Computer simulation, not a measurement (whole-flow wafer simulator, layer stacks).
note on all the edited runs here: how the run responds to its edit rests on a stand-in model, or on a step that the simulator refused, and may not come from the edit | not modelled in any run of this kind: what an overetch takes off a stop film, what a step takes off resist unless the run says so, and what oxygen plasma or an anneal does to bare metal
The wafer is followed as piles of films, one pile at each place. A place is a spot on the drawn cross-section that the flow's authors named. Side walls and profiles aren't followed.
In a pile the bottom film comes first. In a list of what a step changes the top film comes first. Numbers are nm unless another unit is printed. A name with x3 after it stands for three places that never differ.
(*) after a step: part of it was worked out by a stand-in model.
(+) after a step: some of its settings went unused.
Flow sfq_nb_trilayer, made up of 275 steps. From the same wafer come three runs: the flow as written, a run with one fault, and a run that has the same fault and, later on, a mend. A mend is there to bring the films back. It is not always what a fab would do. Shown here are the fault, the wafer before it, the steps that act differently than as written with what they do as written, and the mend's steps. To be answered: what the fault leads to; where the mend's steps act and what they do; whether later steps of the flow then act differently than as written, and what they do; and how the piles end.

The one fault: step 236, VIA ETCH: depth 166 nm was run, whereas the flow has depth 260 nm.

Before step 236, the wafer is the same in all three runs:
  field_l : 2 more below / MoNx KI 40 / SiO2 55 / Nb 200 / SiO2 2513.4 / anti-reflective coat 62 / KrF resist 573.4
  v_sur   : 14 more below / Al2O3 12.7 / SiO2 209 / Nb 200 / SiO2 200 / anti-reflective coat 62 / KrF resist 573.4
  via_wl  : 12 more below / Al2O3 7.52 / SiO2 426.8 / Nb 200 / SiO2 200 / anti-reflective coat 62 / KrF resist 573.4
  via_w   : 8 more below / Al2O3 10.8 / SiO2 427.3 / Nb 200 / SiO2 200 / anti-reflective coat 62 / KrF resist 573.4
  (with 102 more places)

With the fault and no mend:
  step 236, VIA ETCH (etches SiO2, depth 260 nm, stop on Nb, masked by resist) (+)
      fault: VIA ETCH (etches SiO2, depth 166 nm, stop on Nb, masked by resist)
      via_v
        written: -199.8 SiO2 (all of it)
        fault: -166 SiO2
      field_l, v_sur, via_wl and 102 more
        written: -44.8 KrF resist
        fault: -28.6 KrF resist
  Steps further on in the flow that do not act as written (2 other steps are not shown; they differ only slightly, by no more than 2% or 0.5 nm, whichever is larger):
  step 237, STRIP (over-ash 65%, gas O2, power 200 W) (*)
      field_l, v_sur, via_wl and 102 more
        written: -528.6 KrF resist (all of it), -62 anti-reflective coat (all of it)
        fault: -544.8 KrF resist (all of it), -62 anti-reflective coat (all of it)
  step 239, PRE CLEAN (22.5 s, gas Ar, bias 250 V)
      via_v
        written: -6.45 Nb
        fault: -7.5 SiO2
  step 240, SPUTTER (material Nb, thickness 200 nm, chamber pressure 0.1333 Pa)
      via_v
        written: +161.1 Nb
        fault: +169 Nb (new film)
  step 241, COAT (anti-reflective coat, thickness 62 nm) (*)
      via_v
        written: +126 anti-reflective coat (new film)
        fault: +116.9 anti-reflective coat (new film)
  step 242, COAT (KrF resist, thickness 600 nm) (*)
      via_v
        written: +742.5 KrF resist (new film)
        fault: +716.1 KrF resist (new film)
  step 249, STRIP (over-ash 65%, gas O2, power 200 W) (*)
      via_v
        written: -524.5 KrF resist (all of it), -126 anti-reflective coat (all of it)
        fault: -498.2 KrF resist (all of it), -116.9 anti-reflective coat (all of it)
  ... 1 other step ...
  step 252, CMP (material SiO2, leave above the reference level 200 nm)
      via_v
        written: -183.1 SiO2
        fault: -157.1 SiO2
  The piles end different from the flow's at via_v by more than 2% or 0.5 nm, whichever is larger.
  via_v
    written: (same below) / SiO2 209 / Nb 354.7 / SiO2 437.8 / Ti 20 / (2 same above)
    fault: (same below) / SiO2 209 / Nb 200 / SiO2 26.3 / Nb 169 / SiO2 397.1 / Ti 20 / (2 same above)

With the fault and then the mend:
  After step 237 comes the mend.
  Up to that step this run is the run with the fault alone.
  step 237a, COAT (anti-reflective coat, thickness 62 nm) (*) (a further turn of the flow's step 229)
      p4_fl x3, p4_w1 x9, p4_g1 x2 and 63 more
        +62 anti-reflective coat (new film)
      r_end, moat, field_r and 7 more
        +61.8 anti-reflective coat (new film)
      sp_r, be_r, r_sur, res
        +61.7 anti-reflective coat (new film)
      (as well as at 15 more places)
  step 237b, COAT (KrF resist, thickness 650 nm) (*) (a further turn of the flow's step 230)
      p4_fl x3, p4_w1 x9, p4_g1 x2 and 63 more
        +650 KrF resist (new film)
      field_r, lsp_l, ln_m5, lsp_m, ln_m6, lsp_r, l0_sur, l0v
        +649.6 KrF resist (new film)
      res, r_end, moat
        +649.5 KrF resist (new film)
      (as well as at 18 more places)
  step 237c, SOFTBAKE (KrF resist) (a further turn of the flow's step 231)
      alters no film at any place that is followed
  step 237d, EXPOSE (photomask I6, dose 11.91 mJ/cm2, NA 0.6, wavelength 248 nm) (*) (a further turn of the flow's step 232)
      alters no film at any place that is followed
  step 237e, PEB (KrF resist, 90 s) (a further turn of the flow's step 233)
      c5j, ce_r, sp_r and 90 more
        -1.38 KrF resist
      field_l, v_sur, via_wl and 7 more
        -1.37 KrF resist
      via_wr, be
        -1.36 KrF resist
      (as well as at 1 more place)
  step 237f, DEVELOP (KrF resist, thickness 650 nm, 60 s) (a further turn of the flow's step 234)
      field_l, v_sur, via_wl and 102 more
        -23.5 KrF resist
      via_v
        -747 KrF resist (all of it)
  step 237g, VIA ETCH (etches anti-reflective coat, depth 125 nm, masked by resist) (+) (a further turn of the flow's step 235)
      field_l, v_sur, via_wl and 102 more
        -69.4 KrF resist
      via_v
        -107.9 anti-reflective coat (all of it)
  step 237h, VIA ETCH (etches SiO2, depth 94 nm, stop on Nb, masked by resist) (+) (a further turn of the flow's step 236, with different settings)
      field_l, v_sur, via_wl and 102 more
        -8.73 KrF resist
      via_v
        -33.8 SiO2 (all of it)
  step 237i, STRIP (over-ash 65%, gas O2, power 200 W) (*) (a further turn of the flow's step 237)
      p4_fl x3, p4_w1 x9, p4_g1 x2 and 63 more
        -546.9 KrF resist (all of it), -62 anti-reflective coat (all of it)
      moat, field_r, lsp_l, ln_m5, l0v
        -546.5 KrF resist (all of it), -61.8 anti-reflective coat (all of it)
      lsp_m, ln_m6, lsp_r, l0_sur
        -546.6 KrF resist (all of it), -61.8 anti-reflective coat (all of it)
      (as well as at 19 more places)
  Every later step of the flow that is run acts as written at every place that is followed.
  The piles end the same as the flow's at every place that both follow.
